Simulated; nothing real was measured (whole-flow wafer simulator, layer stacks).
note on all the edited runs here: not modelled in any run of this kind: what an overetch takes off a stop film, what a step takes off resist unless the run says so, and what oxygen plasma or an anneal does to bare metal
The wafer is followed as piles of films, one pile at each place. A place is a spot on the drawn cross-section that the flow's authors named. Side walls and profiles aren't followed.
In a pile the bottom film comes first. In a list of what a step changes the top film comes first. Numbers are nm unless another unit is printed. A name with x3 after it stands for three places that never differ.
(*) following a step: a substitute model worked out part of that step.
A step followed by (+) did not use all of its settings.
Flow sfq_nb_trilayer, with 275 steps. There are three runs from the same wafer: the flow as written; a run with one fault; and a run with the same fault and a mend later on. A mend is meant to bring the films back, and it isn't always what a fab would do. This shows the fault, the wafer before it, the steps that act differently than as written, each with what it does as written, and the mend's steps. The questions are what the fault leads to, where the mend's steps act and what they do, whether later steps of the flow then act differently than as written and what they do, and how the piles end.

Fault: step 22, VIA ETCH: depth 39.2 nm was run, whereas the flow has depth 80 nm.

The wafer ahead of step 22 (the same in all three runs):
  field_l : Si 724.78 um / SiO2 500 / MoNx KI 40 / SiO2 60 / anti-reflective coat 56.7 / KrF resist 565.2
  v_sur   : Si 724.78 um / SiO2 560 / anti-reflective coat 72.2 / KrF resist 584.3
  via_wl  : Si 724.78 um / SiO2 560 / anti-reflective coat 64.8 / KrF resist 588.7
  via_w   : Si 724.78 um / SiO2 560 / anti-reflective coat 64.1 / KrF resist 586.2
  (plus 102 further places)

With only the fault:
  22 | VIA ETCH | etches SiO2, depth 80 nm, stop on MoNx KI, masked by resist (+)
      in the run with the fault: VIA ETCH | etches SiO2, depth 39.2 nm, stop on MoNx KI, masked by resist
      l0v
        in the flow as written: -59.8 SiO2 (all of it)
        in the run with the fault: -39.2 SiO2
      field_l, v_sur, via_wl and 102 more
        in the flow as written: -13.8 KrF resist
        in the run with the fault: -6.76 KrF resist
  Later steps of the flow acting differently than as written (4 more steps, not shown, differ only slightly: by at most 2% or 0.5 nm, whichever is larger):
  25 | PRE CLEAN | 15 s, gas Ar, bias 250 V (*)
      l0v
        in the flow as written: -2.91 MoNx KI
        in the run with the fault: -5 SiO2
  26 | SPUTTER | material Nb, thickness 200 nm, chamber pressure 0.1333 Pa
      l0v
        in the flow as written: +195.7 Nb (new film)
        in the run with the fault: +200 Nb (new film)
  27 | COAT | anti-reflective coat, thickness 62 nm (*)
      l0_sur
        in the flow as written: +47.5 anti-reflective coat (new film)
        in the run with the fault: +49.8 anti-reflective coat (new film)
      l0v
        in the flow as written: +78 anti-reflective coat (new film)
        in the run with the fault: +71.9 anti-reflective coat (new film)
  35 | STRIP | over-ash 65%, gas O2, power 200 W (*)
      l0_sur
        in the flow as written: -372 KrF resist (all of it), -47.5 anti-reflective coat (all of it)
        in the run with the fault: -373.1 KrF resist (all of it), -49.8 anti-reflective coat (all of it)
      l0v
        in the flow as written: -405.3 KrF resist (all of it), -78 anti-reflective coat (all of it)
        in the run with the fault: -393.2 KrF resist (all of it), -71.9 anti-reflective coat (all of it)
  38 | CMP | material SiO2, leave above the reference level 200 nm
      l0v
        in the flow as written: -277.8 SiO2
        in the run with the fault: -300.6 SiO2
  At l0v, the piles at the end differ from the flow's by more than 2% or 0.5 nm, whichever is larger.
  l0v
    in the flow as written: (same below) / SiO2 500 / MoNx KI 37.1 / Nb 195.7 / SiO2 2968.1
    in the run with the fault: (same below) / SiO2 500 / MoNx KI 40 / SiO2 15.6 / Nb 200 / SiO2 2945.2

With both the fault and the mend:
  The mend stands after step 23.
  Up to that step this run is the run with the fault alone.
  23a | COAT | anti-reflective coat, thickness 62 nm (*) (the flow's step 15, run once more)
      p4_fl x3, p4_w1 x9, p4_g1 x2 and 59 more
        +62 anti-reflective coat (new film)
      jj_sur, ce_l, c5j, ce_r, sp_r, be_r, r_sur, res
        +63.6 anti-reflective coat (new film)
      be, be_sur, gap, r_end, moat, field_r, lsp_l
        +63.7 anti-reflective coat (new film)
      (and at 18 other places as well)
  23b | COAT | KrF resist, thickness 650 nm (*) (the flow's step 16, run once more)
      p4_fl x3, p4_w1 x9, p4_g1 x2 and 59 more
        +650 KrF resist (new film)
      jj_sur, ce_l, c5j, ce_r, sp_r, be_r, r_sur, res
        +656.8 KrF resist (new film)
      l0r_line_l, l0r_line_c, l0r_line_r
        +646 KrF resist (new film)
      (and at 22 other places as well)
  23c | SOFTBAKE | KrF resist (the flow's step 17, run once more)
      leaves every film unchanged at each place that is followed
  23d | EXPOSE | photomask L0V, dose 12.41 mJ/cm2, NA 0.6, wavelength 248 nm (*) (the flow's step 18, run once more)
      leaves every film unchanged at each place that is followed
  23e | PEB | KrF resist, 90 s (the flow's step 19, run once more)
      p4_fl x3, p4_w1 x9, p4_g1 x2 and 59 more
        -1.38 KrF resist
      via_v, wire, be and 16 more
        -1.39 KrF resist
      v_sur, via_w, via_wr, via_sp, ln_m6, lsp_r, l0v
        -1.4 KrF resist
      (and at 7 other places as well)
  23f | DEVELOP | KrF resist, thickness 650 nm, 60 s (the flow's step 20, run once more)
      field_l, v_sur, via_wl and 102 more
        -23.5 KrF resist
      l0v
        -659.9 KrF resist (all of it)
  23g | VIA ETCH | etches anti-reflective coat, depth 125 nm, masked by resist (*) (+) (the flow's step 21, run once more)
      field_l, v_sur, via_wl and 102 more
        -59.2 KrF resist
      l0v
        -71 anti-reflective coat (all of it), -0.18 SiO2
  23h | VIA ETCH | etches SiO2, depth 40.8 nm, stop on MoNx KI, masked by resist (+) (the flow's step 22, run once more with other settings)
      field_l, v_sur, via_wl and 102 more
        -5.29 KrF resist
      l0v
        -20.5 SiO2 (all of it)
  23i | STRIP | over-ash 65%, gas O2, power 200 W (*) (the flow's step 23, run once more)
      p4_fl x3, p4_w1 x9, p4_g1 x2 and 59 more
        -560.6 KrF resist (all of it), -62 anti-reflective coat (all of it)
      ce_l, c5j, ce_r, sp_r, be_r, r_sur, res
        -567.4 KrF resist (all of it), -63.6 anti-reflective coat (all of it)
      l0r_line_l, l0r_line_c, l0r_line_r
        -556.7 KrF resist (all of it), -59 anti-reflective coat (all of it)
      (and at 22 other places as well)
  Later steps of the flow that are run all act as written at every place that is followed.
  At every place that both follow, the piles at the end match the flow's.
